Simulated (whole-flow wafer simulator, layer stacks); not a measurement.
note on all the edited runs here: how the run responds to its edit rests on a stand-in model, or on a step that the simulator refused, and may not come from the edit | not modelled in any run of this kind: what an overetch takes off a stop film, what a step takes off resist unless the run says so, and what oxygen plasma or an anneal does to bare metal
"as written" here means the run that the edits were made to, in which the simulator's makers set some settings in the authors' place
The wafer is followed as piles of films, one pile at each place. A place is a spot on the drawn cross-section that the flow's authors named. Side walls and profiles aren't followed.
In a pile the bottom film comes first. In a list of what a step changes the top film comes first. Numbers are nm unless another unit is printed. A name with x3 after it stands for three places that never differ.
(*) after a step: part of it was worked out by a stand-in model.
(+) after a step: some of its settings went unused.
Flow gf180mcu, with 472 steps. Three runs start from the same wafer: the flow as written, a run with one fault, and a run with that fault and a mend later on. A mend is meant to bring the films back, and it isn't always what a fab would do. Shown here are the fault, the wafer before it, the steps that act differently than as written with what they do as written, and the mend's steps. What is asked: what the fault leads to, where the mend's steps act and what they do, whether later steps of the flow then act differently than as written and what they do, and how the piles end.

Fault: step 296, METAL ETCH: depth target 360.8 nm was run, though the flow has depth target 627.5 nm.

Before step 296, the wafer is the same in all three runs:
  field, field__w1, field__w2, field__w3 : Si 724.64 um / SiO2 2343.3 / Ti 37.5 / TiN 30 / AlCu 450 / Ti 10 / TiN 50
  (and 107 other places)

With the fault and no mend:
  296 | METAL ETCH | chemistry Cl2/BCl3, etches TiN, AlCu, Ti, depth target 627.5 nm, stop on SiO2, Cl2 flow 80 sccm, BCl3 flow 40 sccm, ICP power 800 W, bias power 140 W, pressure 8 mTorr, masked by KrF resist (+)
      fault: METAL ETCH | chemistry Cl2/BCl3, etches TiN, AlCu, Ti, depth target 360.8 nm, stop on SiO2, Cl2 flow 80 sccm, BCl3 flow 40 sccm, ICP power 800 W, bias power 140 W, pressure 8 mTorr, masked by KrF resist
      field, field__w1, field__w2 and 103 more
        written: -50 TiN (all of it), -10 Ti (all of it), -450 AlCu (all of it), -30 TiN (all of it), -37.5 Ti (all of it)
        fault: -50 TiN (all of it), -10 Ti (all of it), -300.8 AlCu
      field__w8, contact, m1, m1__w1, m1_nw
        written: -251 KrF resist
        fault: -144.3 KrF resist
  Steps later in the flow that act otherwise than as written:
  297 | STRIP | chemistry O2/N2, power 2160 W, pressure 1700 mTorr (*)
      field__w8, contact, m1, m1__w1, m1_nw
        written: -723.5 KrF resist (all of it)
        fault: -830.2 KrF resist (all of it)
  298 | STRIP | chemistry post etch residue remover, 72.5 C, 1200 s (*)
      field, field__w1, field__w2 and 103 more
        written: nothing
        fault: -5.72 AlCu
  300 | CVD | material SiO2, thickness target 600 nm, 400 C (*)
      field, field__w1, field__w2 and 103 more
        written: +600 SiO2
        fault: +600 SiO2 (new film)
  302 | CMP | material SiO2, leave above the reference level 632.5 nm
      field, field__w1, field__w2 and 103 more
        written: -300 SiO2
        fault: -511 SiO2
  At field, field__w1, field__w2 and 104 more, the piles at the end differ from the flow's by more than 2% or 0.5 nm, whichever is larger.
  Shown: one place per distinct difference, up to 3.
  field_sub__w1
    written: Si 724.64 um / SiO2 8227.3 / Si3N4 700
    fault: Si 724.64 um / SiO2 2343.2 / Ti 37.5 / TiN 30 / AlCu 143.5 / SiO2 5673 / Si3N4 700
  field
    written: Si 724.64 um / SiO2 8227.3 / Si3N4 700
    fault: Si 724.64 um / SiO2 2343.3 / Ti 37.5 / TiN 30 / AlCu 143.5 / SiO2 5673 / Si3N4 700
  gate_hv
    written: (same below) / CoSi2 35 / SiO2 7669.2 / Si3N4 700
    fault: (same below) / CoSi2 35 / SiO2 1785.1 / Ti 37.5 / TiN 30 / AlCu 143.5 / SiO2 5673 / Si3N4 700

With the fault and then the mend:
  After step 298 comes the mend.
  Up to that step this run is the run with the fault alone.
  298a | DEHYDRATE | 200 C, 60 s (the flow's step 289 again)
      does not change any film at any place that is followed
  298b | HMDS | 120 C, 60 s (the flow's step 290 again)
      does not change any film at any place that is followed
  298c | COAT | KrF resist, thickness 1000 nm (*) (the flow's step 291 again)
      iso_ptap_pw, iso_ntap_nw, iso_nw_fld and 33 more
        +1000 KrF resist (new film)
      field_sub__w2, field_sub__w4, gate and 10 more
        +1002.3 KrF resist (new film)
      p_well, sti, spacer and 7 more
        +1002.5 KrF resist (new film)
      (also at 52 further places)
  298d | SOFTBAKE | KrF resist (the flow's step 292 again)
      does not change any film at any place that is followed
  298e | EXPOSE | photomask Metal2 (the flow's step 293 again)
      does not change any film at any place that is followed
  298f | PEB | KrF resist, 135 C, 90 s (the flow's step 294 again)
      field__w1, field__w2, field__w3 and 58 more
        -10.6 KrF resist
      iso_ptap_pw, iso_ntap_nw, iso_nw_fld and 33 more
        -10.5 KrF resist
      sd_p, gate_p, nw_sep_fld, polyc_n
        -10.7 KrF resist
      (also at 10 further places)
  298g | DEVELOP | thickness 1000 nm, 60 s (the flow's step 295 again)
      iso_ptap_pw, iso_ntap_nw, iso_nw_fld and 33 more
        -989.5 KrF resist (all of it)
      field_sub__w2, field_sub__w4, active and 10 more
        -991.7 KrF resist (all of it)
      field__w5, field__w9, field_sub__w1 and 7 more
        -991.8 KrF resist (all of it)
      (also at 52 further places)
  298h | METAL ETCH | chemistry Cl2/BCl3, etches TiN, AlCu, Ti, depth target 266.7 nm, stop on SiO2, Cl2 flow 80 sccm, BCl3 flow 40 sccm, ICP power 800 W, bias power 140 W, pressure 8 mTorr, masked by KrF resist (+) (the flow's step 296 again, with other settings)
      field, field__w1, field__w2 and 103 more
        -143.5 AlCu (all of it), -30 TiN (all of it), -37.5 Ti (all of it)
      field__w8, contact, m1, m1__w1, m1_nw
        -106.7 KrF resist
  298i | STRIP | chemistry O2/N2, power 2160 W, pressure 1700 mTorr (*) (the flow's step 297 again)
      field__w8
        -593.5 KrF resist (all of it)
      contact
        -591.6 KrF resist (all of it)
      m1
        -593.7 KrF resist (all of it)
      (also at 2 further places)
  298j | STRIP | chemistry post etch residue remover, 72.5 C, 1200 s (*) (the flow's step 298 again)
      field__w8, contact, m1, m1__w1, m1_nw
        -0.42 TiN
  Every later step of the flow that is run acts as written, at every place that is followed, to within 2% or 0.5 nm, whichever is larger.
  When the end is reached, the piles differ only a little from the flow's at the places that both follow, at most by 2% or 0.5 nm, whichever is larger.
